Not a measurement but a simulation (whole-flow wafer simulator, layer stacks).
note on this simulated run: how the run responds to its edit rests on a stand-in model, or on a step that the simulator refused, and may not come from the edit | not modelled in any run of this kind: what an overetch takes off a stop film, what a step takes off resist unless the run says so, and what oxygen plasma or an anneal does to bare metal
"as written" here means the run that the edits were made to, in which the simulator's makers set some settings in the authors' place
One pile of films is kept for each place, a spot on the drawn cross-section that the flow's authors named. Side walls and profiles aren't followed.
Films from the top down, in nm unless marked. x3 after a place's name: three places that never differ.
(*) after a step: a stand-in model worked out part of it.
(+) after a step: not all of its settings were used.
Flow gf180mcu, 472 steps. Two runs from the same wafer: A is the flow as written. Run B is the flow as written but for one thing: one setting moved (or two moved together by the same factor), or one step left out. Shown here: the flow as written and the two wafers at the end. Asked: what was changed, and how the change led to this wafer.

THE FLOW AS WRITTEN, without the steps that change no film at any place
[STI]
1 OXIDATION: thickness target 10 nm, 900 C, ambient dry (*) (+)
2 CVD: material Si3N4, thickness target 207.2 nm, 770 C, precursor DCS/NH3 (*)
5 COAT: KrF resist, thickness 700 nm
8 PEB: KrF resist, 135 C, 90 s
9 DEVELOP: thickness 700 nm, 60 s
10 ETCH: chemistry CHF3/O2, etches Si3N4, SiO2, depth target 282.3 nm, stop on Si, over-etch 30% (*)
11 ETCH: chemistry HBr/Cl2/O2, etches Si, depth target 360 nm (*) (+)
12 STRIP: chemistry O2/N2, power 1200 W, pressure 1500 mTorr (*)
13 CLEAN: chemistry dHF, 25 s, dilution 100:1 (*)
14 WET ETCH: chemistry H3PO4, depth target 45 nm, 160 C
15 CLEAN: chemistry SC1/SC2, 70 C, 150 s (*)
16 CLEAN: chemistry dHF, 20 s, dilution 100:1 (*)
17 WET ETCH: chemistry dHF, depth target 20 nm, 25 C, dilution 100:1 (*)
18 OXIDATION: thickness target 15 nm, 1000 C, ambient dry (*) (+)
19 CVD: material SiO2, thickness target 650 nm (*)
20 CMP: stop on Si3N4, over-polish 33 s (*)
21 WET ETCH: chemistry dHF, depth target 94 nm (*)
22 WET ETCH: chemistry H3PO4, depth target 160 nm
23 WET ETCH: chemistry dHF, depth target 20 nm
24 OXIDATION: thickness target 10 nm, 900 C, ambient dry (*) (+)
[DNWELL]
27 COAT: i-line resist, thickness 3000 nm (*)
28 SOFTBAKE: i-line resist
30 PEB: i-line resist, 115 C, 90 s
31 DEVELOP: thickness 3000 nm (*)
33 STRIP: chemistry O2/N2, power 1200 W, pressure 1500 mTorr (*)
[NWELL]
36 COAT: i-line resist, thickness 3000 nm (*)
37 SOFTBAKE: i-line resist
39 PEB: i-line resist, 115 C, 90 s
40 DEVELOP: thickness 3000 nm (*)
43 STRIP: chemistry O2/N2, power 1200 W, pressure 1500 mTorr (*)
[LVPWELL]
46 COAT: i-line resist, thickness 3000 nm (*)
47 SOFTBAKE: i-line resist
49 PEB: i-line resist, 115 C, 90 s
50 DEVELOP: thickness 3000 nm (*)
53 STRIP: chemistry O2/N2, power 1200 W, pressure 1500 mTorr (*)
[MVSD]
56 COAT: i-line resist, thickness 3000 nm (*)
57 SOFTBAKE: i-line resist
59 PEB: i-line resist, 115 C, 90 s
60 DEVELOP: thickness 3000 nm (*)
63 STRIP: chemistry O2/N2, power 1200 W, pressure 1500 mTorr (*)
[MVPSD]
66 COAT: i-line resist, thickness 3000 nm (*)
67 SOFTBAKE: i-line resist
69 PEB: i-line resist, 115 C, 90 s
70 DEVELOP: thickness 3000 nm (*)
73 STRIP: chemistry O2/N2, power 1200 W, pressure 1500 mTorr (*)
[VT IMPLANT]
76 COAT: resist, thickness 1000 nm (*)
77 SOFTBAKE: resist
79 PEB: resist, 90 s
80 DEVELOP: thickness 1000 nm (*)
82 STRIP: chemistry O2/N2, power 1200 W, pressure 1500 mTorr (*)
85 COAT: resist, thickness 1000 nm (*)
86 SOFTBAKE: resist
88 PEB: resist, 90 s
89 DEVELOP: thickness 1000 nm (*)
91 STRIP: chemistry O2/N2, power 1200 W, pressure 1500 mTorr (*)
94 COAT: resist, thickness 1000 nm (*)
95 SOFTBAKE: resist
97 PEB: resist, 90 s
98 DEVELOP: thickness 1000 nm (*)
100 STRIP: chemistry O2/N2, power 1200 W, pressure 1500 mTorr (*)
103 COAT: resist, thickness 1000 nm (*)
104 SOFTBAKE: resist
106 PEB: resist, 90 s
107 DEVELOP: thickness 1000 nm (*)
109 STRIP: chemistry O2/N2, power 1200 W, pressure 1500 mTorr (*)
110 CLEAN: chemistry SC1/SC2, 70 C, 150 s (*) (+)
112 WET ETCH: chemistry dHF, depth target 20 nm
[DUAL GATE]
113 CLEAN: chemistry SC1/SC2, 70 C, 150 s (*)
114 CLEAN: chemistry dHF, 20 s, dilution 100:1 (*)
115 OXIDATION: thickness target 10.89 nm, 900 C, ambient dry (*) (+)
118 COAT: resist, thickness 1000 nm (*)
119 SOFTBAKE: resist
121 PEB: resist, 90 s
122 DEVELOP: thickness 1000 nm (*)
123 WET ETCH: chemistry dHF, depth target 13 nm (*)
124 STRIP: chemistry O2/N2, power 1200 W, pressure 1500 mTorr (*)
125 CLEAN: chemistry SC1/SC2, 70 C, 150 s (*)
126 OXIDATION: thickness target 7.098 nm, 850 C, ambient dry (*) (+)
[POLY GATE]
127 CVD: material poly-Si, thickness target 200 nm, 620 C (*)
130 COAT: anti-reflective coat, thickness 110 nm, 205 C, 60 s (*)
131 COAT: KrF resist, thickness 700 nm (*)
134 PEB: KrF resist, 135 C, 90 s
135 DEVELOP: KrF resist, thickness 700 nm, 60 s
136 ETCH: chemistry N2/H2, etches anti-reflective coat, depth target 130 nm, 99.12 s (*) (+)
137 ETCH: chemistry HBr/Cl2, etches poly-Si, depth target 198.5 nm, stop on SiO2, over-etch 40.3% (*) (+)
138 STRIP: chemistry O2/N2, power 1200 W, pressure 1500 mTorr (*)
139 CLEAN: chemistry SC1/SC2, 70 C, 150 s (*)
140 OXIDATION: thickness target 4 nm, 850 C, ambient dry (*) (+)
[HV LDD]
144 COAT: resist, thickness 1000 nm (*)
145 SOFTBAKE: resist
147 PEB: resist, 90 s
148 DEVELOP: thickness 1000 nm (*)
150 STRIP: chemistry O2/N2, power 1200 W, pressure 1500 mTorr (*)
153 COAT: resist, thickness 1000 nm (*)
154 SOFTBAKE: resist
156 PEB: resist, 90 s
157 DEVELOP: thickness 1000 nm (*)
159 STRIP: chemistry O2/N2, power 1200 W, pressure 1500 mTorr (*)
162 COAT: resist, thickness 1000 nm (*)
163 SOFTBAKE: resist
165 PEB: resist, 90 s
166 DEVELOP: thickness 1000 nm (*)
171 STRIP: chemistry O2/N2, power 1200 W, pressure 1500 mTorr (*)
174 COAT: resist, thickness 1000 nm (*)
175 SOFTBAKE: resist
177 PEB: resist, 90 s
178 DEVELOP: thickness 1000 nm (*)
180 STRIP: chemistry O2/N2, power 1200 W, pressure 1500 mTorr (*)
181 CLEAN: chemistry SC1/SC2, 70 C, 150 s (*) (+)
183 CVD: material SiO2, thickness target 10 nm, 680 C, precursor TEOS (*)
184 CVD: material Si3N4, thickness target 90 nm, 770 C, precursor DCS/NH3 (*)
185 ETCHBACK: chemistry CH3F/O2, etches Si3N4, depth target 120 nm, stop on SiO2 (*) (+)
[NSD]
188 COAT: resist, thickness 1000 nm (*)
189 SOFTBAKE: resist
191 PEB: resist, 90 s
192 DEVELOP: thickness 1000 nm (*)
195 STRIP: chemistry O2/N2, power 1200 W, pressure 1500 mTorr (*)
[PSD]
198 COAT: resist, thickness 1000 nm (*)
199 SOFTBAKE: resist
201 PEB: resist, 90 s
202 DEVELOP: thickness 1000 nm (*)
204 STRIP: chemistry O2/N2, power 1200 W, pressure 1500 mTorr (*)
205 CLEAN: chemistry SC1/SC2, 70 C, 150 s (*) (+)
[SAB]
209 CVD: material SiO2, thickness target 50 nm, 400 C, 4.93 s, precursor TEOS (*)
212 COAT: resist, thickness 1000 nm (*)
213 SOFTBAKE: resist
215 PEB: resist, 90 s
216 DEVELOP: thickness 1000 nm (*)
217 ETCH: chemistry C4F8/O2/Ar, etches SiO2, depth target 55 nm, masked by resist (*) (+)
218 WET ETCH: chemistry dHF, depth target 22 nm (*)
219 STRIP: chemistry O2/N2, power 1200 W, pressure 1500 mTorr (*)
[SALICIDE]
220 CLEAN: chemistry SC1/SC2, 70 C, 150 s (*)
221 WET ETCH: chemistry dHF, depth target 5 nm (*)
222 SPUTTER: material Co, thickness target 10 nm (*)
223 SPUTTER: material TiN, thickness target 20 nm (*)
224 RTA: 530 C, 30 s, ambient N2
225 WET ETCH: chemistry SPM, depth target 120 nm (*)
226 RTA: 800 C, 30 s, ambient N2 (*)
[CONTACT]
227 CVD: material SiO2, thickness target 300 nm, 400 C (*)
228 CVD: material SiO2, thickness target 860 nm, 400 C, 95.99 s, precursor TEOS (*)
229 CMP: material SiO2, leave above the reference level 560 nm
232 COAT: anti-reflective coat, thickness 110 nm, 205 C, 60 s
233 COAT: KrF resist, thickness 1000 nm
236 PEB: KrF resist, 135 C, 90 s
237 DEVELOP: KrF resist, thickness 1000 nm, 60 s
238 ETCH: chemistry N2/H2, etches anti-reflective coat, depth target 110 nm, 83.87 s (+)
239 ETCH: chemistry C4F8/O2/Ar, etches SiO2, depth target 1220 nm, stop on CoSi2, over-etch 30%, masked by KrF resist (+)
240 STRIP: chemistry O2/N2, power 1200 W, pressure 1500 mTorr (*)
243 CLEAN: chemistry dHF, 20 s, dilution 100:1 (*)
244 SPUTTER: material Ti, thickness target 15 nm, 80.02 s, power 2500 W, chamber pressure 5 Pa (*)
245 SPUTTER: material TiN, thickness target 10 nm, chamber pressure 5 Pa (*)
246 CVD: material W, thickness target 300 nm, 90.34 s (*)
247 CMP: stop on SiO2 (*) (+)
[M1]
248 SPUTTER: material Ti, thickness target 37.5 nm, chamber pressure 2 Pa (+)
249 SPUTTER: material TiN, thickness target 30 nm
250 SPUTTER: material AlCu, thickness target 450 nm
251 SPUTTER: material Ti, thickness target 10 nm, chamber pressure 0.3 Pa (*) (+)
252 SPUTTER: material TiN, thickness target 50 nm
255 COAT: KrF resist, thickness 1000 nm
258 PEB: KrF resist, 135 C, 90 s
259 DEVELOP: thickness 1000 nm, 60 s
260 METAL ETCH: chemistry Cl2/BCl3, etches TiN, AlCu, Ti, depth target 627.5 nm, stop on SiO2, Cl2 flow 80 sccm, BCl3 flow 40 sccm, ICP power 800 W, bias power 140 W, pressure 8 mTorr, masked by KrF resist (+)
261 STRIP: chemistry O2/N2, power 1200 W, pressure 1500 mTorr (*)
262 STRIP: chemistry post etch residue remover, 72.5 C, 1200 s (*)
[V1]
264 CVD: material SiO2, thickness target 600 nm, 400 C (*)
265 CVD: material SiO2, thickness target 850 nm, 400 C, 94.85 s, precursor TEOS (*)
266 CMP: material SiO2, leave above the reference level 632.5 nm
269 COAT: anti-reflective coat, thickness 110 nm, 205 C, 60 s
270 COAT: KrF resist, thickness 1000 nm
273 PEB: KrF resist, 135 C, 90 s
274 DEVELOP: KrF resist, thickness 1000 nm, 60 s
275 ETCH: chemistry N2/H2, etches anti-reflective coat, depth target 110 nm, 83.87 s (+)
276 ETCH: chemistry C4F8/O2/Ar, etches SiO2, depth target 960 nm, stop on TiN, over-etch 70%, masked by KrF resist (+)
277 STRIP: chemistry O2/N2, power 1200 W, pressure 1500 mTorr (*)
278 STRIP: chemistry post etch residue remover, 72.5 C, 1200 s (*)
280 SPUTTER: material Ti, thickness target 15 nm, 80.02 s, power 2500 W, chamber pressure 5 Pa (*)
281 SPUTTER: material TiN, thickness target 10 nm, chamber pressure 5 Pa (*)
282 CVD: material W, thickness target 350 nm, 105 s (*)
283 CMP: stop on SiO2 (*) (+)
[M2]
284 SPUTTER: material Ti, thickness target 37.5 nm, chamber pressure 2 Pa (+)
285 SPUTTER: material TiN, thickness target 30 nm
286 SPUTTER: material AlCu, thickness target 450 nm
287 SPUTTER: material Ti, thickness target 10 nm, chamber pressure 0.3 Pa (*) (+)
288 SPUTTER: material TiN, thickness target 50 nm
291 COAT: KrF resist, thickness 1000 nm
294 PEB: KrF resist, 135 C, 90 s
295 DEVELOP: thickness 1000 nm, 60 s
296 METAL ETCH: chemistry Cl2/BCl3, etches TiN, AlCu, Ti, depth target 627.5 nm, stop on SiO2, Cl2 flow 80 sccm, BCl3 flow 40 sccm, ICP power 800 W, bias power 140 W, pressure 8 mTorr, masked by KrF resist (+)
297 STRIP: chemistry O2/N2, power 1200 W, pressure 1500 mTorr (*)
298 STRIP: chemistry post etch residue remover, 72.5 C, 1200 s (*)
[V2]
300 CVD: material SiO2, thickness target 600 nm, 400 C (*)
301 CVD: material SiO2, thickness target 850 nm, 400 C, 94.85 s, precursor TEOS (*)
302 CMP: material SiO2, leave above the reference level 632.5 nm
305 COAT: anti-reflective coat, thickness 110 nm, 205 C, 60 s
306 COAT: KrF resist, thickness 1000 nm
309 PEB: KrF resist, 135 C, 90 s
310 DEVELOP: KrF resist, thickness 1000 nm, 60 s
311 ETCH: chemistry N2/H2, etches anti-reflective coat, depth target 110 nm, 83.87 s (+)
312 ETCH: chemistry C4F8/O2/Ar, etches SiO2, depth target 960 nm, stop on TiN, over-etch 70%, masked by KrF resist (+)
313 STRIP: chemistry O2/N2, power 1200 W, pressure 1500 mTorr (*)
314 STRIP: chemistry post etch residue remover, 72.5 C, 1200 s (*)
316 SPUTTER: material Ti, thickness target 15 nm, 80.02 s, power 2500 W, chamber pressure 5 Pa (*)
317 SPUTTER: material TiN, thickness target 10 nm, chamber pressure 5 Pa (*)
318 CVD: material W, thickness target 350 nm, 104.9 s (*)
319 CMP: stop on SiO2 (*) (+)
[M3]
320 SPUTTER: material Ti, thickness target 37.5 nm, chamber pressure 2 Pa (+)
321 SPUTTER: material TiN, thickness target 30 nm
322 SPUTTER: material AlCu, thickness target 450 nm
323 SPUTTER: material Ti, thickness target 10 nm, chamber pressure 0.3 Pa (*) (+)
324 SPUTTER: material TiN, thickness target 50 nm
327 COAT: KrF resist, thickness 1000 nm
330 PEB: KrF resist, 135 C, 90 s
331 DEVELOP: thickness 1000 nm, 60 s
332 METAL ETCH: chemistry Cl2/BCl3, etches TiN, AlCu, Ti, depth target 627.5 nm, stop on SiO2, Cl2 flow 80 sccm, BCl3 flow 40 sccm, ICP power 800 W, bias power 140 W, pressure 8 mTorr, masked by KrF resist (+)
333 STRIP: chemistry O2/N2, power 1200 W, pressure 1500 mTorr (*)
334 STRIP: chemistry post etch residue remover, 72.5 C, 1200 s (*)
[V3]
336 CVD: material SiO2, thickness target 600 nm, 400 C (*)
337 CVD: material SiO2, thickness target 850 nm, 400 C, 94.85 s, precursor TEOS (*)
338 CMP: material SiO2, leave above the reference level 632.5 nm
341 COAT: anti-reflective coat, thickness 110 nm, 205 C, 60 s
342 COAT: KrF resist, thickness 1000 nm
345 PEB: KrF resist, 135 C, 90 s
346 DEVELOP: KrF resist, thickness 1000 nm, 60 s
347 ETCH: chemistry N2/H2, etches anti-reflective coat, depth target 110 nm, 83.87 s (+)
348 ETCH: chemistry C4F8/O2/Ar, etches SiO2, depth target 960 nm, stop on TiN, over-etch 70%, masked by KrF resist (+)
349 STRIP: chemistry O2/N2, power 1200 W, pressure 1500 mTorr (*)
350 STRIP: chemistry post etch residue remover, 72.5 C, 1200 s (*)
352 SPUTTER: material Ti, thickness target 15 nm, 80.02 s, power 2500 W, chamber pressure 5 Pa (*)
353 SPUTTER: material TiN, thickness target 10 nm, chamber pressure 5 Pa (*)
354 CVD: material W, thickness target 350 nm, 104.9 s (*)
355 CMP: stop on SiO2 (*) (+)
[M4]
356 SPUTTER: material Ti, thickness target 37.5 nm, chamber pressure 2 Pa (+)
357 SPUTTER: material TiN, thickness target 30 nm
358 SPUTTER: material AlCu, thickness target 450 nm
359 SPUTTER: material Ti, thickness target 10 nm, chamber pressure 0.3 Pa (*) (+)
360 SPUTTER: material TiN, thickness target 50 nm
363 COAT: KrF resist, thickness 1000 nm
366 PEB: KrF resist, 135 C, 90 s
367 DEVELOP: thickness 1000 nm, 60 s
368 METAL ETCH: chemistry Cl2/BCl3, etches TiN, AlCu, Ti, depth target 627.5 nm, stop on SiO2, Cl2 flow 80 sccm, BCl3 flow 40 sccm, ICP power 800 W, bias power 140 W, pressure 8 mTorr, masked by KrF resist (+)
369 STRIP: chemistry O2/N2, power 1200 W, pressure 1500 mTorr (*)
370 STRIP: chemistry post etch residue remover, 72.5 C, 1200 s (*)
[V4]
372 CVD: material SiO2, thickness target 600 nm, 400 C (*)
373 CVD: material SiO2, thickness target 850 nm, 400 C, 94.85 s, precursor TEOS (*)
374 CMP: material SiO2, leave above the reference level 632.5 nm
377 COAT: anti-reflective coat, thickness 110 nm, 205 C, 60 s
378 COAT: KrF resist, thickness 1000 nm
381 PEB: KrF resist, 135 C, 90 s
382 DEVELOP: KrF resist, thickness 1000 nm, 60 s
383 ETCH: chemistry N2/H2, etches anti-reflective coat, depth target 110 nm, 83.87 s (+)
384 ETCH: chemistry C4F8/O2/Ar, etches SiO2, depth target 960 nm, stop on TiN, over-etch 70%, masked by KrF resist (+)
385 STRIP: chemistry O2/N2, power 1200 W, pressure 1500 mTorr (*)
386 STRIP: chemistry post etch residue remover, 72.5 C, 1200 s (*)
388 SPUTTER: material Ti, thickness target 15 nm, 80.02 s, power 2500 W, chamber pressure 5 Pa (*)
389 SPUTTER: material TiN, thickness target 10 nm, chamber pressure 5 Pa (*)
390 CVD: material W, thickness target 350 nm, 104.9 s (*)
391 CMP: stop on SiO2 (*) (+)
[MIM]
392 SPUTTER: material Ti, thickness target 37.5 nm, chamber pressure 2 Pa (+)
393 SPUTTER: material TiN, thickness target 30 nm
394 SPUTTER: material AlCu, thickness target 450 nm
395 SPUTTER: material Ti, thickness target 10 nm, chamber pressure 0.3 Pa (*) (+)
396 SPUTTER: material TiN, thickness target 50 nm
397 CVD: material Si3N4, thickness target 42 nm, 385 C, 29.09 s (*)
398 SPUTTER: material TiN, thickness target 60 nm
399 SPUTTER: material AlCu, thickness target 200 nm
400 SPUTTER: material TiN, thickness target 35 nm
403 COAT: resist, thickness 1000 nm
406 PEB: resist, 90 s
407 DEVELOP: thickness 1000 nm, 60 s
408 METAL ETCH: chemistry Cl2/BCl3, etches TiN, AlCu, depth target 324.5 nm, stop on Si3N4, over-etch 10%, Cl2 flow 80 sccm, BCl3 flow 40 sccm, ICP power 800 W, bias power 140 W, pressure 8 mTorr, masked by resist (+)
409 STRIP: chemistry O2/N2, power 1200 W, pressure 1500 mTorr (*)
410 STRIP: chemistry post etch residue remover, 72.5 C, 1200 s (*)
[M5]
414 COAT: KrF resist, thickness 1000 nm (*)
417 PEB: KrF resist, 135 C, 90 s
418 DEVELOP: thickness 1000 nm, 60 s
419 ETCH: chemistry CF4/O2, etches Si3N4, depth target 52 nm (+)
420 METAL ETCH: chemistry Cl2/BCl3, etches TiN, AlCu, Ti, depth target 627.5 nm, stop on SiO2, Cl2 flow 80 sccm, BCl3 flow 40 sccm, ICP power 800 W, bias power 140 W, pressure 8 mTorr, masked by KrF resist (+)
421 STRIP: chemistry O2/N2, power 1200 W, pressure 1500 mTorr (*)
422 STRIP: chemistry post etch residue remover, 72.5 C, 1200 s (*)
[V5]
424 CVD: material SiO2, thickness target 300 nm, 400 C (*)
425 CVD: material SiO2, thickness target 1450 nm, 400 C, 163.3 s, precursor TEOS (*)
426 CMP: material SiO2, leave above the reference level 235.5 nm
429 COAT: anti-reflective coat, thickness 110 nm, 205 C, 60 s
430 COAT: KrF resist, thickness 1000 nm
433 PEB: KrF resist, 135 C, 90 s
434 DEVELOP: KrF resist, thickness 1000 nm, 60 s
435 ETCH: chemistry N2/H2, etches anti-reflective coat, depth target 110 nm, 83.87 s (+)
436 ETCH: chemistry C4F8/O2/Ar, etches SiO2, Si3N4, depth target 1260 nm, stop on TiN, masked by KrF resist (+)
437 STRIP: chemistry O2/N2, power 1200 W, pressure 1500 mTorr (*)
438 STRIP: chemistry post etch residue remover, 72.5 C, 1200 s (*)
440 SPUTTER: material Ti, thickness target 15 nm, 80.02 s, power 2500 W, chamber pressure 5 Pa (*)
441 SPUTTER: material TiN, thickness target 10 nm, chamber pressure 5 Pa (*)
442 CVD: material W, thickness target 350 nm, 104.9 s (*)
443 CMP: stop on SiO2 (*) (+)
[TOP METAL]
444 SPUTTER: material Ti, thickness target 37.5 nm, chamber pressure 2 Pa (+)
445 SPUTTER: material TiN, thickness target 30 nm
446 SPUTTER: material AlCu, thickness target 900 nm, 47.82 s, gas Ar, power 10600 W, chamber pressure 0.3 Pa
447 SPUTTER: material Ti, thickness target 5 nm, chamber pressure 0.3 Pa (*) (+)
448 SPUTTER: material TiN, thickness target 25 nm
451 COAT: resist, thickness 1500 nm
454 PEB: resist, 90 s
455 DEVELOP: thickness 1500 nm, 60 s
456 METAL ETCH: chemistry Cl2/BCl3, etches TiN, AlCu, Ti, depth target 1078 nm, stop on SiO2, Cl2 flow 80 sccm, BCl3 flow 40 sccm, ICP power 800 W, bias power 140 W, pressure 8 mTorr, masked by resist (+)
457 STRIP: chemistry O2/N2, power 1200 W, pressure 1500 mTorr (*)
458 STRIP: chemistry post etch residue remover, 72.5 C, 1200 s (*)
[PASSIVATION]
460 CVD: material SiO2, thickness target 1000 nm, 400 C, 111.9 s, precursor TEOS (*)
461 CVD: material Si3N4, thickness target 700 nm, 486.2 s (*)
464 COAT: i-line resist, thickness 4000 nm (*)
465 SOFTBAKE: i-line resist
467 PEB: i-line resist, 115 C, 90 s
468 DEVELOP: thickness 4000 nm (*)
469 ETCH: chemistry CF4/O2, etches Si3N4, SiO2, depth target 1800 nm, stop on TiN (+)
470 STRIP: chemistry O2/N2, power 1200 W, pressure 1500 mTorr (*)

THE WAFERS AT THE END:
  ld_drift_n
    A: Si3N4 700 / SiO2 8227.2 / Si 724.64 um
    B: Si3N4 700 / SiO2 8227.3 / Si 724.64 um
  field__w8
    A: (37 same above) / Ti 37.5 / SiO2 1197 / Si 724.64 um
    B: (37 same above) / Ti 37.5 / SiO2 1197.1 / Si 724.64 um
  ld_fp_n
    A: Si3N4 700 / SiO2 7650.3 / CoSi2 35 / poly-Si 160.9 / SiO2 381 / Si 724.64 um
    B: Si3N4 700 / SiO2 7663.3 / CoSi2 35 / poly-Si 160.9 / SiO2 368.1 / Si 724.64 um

The cause: step 23, WET ETCH: depth target 30 nm was run, where the flow has depth target 20 nm.

How the change led to this, step by step:
  23 WET ETCH: chemistry dHF, depth target 20 nm
      field, field_sub, sti and 34 more: A SiO2 -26 | B SiO2 -39
  28 SOFTBAKE: i-line resist
      nw_enc_fld: A i-line resist -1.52 | B i-line resist +2.44
      field: A i-line resist +3.04 | B i-line resist +1.87
      (and at 46 more places)
  37 SOFTBAKE: i-line resist
      nw_enc_fld: A i-line resist -1.52 | B i-line resist +2.44
      field: A i-line resist +3.04 | B i-line resist +1.87
      (and at 46 more places)
  47 SOFTBAKE: i-line resist
      nw_enc_fld: A i-line resist -1.52 | B i-line resist +2.44
      field: A i-line resist +3.04 | B i-line resist +1.87
      (and at 46 more places)
  57 SOFTBAKE: i-line resist
      nw_enc_fld: A i-line resist -1.52 | B i-line resist +2.44
      field: A i-line resist +3.04 | B i-line resist +1.87
      (and at 46 more places)
  67 SOFTBAKE: i-line resist
      nw_enc_fld: A i-line resist -1.52 | B i-line resist +2.44
      field: A i-line resist +3.04 | B i-line resist +1.87
      (and at 46 more places)
  130 COAT: anti-reflective coat, thickness 110 nm, 205 C, 60 s (*)
      p_well, spacer, sd_n: A anti-reflective coat +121 (new film) | B anti-reflective coat +108.5 (new film)
      field__w1: A anti-reflective coat +99.6 (new film) | B anti-reflective coat +107.2 (new film)
      (and at 71 more places)
  136 ETCH: chemistry N2/H2, etches anti-reflective coat, depth target 130 nm, 99.12 s (*) (+)
      p_well, spacer, sd_n: A anti-reflective coat -121 (all of it), poly-Si -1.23 | B anti-reflective coat -108.5 (all of it), poly-Si -1.55
      field__w1: A anti-reflective coat -99.6 (all of it), poly-Si -1.78 | B anti-reflective coat -107.2 (all of it), poly-Si -1.58
      (and at 50 more places)
  138 STRIP: chemistry O2/N2, power 1200 W, pressure 1500 mTorr (*)
      gate: A chemical SiO2 +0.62 (new film), KrF resist -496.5 (all of it), anti-reflective coat -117 (all of it), poly-Si -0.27 | B chemical SiO2 +0.62 (new film), KrF resist -495.6 (all of it), anti-reflective coat -111.3 (all of it), poly-Si -0.27
      gate_hv: A chemical SiO2 +0.62 (new film), KrF resist -495.3 (all of it), anti-reflective coat -109.8 (all of it), poly-Si -0.27 | B chemical SiO2 +0.62 (new film), KrF resist -493.1 (all of it), anti-reflective coat -106.6 (all of it), poly-Si -0.27
      (and at 19 more places)
  144 COAT: resist, thickness 1000 nm (*)
      field__w6: A resist +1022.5 (new film) | B resist +1052.6 (new film)
  145 SOFTBAKE: resist
      field: A nothing | B resist +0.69
      nw_enc_fld_lv__w3: A resist +0.39 | B resist -0.38
      (and at 1 more place)
  147 PEB: resist, 90 s
      field__w6: A resist -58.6 | B resist -60.6
  150 STRIP: chemistry O2/N2, power 1200 W, pressure 1500 mTorr (*)
      field__w6: A resist -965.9 (all of it) | B resist -995.2 (all of it)
  153 COAT: resist, thickness 1000 nm (*)
      field__w6: A resist +1022.5 (new film) | B resist +1052.6 (new film)
  154 SOFTBAKE: resist
      field: A nothing | B resist +0.69
      nw_enc_fld_lv__w3: A resist +0.39 | B resist -0.38
      (and at 1 more place)
  156 PEB: resist, 90 s
      field__w6: A resist -58.6 | B resist -60.6
  ... 15 more steps ...
  229 CMP: material SiO2, leave above the reference level 560 nm
      ldn_sep__w1, ldn_sep__w2, ldn_dft and 8 more: A SiO2 -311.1 | B SiO2 -298.2
      sti, mim_1p0, pad, dice_street, iso_nw_fld, iso_fld_sub: A SiO2 -297 | B SiO2 -284
      (and at 50 more places)
